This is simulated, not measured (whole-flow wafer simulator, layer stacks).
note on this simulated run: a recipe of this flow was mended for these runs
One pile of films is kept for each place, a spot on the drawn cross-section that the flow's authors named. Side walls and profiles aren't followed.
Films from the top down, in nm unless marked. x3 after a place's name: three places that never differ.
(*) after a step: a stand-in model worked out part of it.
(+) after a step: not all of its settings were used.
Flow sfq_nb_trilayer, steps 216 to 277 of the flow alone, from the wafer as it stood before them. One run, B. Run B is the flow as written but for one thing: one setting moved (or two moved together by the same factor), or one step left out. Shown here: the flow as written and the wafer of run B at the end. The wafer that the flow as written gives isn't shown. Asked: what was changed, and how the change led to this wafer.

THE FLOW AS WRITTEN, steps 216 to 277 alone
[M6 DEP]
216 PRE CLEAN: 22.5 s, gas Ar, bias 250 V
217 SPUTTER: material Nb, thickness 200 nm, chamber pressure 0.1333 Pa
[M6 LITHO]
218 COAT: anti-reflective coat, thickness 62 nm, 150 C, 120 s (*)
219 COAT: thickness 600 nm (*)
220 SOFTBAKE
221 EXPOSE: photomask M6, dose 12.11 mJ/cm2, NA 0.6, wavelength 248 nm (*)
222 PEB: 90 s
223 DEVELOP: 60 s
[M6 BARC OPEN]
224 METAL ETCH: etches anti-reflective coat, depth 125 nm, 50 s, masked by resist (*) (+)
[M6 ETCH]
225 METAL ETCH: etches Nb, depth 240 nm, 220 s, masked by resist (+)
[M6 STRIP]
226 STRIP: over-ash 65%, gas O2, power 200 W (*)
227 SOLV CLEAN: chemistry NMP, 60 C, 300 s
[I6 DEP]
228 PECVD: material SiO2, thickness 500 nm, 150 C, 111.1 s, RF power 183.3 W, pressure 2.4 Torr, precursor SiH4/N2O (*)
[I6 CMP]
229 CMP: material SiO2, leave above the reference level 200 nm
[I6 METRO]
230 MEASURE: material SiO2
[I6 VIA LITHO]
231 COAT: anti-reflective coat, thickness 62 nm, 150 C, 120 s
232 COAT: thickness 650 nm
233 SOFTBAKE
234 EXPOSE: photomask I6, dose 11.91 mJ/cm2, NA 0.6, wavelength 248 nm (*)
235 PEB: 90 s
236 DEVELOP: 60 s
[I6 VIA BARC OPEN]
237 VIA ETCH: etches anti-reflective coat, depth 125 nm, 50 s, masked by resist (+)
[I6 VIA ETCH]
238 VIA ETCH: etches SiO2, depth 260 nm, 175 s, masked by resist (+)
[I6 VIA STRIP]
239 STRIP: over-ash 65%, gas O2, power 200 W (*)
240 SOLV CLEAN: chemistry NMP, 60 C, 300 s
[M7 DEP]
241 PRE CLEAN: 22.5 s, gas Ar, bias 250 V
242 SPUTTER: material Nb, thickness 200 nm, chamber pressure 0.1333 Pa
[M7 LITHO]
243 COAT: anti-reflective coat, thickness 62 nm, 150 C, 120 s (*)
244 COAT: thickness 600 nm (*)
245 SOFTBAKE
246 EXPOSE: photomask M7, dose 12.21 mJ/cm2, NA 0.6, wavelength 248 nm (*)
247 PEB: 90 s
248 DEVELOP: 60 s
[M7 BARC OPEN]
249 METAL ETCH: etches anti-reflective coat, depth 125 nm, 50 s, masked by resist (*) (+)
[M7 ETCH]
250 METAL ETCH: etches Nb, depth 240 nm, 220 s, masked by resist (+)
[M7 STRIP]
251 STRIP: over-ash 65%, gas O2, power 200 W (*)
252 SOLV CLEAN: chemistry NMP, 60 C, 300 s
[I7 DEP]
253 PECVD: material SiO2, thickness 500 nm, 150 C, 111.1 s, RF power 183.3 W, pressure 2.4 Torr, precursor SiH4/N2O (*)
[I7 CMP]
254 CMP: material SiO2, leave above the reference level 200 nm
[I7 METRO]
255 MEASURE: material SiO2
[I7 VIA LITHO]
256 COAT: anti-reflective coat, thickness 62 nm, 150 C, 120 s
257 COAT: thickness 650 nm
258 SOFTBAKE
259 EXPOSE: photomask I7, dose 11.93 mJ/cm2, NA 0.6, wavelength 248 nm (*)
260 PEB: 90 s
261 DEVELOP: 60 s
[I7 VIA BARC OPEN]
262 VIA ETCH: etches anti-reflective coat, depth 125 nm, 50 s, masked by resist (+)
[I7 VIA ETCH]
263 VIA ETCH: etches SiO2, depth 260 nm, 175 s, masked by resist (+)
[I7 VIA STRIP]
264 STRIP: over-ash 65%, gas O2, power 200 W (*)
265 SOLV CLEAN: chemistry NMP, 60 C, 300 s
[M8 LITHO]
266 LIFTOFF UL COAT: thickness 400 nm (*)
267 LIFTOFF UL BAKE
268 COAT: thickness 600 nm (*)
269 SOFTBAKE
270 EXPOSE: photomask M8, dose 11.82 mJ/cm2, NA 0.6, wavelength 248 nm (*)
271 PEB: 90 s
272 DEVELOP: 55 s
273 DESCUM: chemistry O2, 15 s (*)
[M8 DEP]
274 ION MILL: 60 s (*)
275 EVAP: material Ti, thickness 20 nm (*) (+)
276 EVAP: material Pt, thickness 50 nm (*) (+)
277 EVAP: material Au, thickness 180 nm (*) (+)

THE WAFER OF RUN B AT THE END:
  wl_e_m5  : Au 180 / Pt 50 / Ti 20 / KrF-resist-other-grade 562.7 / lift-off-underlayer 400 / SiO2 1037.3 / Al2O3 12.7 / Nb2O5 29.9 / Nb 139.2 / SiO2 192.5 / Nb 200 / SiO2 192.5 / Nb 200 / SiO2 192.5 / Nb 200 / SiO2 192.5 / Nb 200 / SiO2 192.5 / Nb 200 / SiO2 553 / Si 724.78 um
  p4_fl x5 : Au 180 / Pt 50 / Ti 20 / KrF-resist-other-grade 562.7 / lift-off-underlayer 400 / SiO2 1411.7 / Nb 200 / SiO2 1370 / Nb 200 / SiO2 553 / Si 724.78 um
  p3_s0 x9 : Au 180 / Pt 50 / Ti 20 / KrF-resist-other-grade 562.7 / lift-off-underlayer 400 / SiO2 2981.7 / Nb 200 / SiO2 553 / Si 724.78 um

The cause: step 217, SPUTTER: thickness 237.5 nm was run, where the flow has thickness 200 nm.

How the change led to this, step by step:
  217 SPUTTER: material Nb, thickness 200 nm, chamber pressure 0.1333 Pa
      field_l, v_sur, via_wl and 100 more: Nb +237.5 (new film) (as written it would be: Nb +200 (new film))
      be: Nb +172.6 (as written it would be: Nb +145.8)
      (and at 2 more places)
  218 COAT: anti-reflective coat, thickness 62 nm, 150 C, 120 s (*)
      be: anti-reflective coat +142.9 (new film) (as written it would be: anti-reflective coat +139.6 (new film))
  225 METAL ETCH: etches Nb, depth 240 nm, 220 s, masked by resist (+)
      field_l, gap, moat and 76 more: Nb -237.5 (all of it), SiO2 -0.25 (as written it would be: Nb -200 (all of it), SiO2 -4)
  226 STRIP: over-ash 65%, gas O2, power 200 W (*)
      be: KrF-resist-other-grade -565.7 (all of it), anti-reflective coat -142.9 (all of it) (as written it would be: KrF-resist-other-grade -559.4 (all of it), anti-reflective coat -139.6 (all of it))
  228 PECVD: material SiO2, thickness 500 nm, 150 C, 111.1 s, RF power 183.3 W, pressure 2.4 Torr, precursor SiH4/N2O (*)
      gap, wl_a_sl, m6r_space_l x2: SiO2 +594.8 (as written it would be: SiO2 +561.1)
  229 CMP: material SiO2, leave above the reference level 200 nm
      field_l, p3_s0 x9, wl_a_sr and 31 more: SiO2 -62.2 (as written it would be: SiO2 -96)
      p4_fl x5, p4_w1 x9, wl_b_sl, wl_b_sr, wl_c_sl, wl_c_sr, wl_e_sl, wl_e_sr: SiO2 -62.3 (as written it would be: SiO2 -96)
      (and at 13 more places)
